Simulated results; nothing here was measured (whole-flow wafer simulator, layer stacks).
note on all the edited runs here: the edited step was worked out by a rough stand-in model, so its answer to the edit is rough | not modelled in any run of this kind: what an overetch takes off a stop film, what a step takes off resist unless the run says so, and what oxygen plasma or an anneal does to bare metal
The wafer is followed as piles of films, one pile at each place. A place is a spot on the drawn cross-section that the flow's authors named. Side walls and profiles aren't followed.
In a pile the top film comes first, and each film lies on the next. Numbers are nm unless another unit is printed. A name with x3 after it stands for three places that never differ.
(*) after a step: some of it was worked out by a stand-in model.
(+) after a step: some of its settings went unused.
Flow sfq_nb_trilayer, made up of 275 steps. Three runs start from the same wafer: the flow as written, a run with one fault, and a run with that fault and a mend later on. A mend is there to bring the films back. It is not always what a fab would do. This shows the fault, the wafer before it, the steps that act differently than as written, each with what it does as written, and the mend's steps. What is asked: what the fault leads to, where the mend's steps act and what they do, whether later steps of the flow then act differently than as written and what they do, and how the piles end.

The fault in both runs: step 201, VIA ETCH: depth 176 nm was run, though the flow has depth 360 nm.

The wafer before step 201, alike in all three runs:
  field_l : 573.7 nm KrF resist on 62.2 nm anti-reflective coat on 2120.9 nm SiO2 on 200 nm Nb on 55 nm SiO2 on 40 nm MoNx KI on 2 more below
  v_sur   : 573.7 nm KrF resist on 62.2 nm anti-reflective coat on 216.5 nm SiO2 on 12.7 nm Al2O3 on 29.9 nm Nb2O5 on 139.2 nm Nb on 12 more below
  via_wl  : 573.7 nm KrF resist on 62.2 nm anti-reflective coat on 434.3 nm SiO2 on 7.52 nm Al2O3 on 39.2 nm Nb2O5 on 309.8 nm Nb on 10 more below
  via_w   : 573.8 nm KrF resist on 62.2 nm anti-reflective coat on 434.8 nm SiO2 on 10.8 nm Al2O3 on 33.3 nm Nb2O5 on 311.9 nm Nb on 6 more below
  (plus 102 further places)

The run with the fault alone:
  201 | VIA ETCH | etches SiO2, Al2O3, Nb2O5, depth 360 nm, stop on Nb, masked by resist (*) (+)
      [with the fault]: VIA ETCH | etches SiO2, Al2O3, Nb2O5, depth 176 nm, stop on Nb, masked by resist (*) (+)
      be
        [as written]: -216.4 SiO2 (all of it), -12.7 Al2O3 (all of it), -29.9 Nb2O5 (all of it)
        [with the fault]: -176 SiO2
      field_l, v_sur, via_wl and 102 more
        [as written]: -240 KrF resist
        [with the fault]: -117.3 KrF resist
  Later steps of the flow acting differently than as written (7 other steps are not shown; they differ only slightly, by no more than 2% or 0.5 nm, whichever is larger):
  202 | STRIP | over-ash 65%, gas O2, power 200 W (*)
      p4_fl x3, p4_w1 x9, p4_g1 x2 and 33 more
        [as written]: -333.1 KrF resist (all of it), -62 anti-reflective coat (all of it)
        [with the fault]: -455.8 KrF resist (all of it), -62 anti-reflective coat (all of it)
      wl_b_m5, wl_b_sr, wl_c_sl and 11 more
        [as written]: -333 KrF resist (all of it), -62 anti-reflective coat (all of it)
        [with the fault]: -455.7 KrF resist (all of it), -62 anti-reflective coat (all of it)
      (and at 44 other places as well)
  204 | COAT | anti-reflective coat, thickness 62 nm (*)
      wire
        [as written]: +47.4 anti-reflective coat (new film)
        [with the fault]: +49.8 anti-reflective coat (new film)
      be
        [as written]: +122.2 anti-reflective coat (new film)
        [with the fault]: +109.9 anti-reflective coat (new film)
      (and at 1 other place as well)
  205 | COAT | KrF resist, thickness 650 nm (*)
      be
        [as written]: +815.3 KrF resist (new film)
        [with the fault]: +755.9 KrF resist (new film)
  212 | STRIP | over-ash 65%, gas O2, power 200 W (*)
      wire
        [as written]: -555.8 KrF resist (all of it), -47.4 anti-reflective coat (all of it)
        [with the fault]: -560.5 KrF resist (all of it), -49.8 anti-reflective coat (all of it)
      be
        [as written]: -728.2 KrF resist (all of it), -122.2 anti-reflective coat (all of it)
        [with the fault]: -668.8 KrF resist (all of it), -109.9 anti-reflective coat (all of it)
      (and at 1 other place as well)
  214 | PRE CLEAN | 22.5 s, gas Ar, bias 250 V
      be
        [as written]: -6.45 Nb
        [with the fault]: -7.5 SiO2
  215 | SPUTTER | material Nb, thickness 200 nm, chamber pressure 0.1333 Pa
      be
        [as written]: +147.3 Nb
        [with the fault]: +166.6 Nb (new film)
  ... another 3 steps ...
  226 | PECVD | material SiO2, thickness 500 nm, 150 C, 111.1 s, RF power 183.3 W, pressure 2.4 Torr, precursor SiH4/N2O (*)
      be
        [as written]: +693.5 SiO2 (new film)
        [with the fault]: +592.3 SiO2 (new film)
  By the end, the piles at be depart from the flow's by more than 2% or 0.5 nm, whichever is larger.
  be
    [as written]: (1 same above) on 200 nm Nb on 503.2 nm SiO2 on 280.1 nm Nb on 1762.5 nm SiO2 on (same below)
    [with the fault]: (1 same above) on 200 nm Nb on 402.1 nm SiO2 on 166.6 nm Nb on 32.9 nm SiO2 on 12.7 nm Al2O3 on 29.9 nm Nb2O5 on 139.2 nm Nb on 1762.5 nm SiO2 on (same below)

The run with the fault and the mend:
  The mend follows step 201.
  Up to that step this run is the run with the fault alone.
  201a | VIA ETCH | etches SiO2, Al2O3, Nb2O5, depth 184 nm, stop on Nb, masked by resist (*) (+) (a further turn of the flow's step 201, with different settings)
      field_l, v_sur, via_wl and 102 more
        -122.7 KrF resist
      be
        -40.4 SiO2 (all of it), -12.7 Al2O3 (all of it), -29.9 Nb2O5 (all of it)
  Every later step of the flow that is run acts as written at every place that is followed.
  The piles end the same as the flow's at every place that both follow.
